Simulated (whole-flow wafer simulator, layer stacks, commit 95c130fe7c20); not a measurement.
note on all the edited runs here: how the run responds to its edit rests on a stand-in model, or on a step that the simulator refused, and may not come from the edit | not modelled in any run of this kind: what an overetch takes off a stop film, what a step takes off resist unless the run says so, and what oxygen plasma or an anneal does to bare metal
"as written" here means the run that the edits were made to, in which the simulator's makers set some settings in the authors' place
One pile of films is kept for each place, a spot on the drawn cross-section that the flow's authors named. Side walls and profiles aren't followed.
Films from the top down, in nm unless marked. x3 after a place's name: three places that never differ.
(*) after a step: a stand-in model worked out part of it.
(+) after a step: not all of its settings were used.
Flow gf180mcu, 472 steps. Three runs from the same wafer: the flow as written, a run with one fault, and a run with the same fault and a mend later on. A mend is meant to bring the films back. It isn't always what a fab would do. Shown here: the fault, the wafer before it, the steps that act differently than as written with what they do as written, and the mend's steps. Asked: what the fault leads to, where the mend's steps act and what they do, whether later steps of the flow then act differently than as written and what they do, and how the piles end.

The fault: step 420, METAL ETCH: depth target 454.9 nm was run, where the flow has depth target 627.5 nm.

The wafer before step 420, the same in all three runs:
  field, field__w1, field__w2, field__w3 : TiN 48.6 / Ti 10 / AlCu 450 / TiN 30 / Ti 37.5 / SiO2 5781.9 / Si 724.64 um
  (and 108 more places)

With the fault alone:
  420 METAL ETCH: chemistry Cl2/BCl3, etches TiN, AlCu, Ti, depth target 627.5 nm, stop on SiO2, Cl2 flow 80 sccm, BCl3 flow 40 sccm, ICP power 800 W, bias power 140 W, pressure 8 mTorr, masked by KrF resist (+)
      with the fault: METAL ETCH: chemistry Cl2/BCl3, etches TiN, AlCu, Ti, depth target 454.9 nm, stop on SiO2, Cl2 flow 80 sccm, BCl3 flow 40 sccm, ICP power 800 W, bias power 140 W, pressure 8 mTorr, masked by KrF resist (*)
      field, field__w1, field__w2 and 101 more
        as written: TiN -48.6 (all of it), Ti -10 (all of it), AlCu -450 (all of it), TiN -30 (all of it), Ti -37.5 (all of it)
        with the fault: TiN -48.6 (all of it), Ti -10 (all of it), AlCu -396.3
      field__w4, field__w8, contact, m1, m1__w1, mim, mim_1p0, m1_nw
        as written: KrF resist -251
        with the fault: KrF resist -182
  Later steps of the flow that act differently than as written (1 more step differs only slightly, by at most 2% or 0.5 nm, whichever is larger, and isn't shown):
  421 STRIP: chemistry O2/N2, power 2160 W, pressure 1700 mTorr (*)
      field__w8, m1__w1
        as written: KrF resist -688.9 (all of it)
        with the fault: KrF resist -757.9 (all of it)
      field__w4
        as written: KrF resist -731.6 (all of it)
        with the fault: KrF resist -800.7 (all of it)
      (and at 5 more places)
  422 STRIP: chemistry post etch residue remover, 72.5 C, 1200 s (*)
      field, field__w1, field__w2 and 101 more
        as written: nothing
        with the fault: AlCu -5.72
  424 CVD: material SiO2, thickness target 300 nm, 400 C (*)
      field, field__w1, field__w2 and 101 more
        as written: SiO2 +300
        with the fault: SiO2 +300 (new film)
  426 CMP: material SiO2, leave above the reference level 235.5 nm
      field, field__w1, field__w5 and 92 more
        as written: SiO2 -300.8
        with the fault: SiO2 -416.3
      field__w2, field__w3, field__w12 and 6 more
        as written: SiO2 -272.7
        with the fault: SiO2 -393.4
  At the end the piles differ from the flow's by more than 2% or 0.5 nm, whichever is larger, at field, field__w1, field__w2 and 101 more.
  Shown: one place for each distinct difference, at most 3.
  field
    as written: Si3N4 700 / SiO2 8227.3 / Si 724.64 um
    with the fault: Si3N4 700 / SiO2 2329.9 / AlCu 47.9 / TiN 30 / Ti 37.5 / SiO2 5781.9 / Si 724.64 um
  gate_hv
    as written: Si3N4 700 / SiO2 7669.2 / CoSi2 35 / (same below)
    with the fault: Si3N4 700 / SiO2 2329.9 / AlCu 47.9 / TiN 30 / Ti 37.5 / SiO2 5223.8 / CoSi2 35 / (same below)
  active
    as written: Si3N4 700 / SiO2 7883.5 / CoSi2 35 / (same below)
    with the fault: Si3N4 700 / SiO2 2329.9 / AlCu 47.9 / TiN 30 / Ti 37.5 / SiO2 5438.1 / CoSi2 35 / (same below)

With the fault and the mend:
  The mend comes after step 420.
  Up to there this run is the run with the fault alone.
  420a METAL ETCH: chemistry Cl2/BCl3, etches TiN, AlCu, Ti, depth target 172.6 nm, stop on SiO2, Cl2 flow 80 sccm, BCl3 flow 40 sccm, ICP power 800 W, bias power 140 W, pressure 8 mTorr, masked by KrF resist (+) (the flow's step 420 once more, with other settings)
      field, field__w1, field__w2 and 101 more
        AlCu -53.7 (all of it), TiN -30 (all of it), Ti -37.5 (all of it)
      field__w4, field__w8, contact, m1, m1__w1, mim, mim_1p0, m1_nw
        KrF resist -69
  No later step of the flow acts differently than as written at any place that is followed.
  At the end the piles are the same as the flow's at every place that both follow.
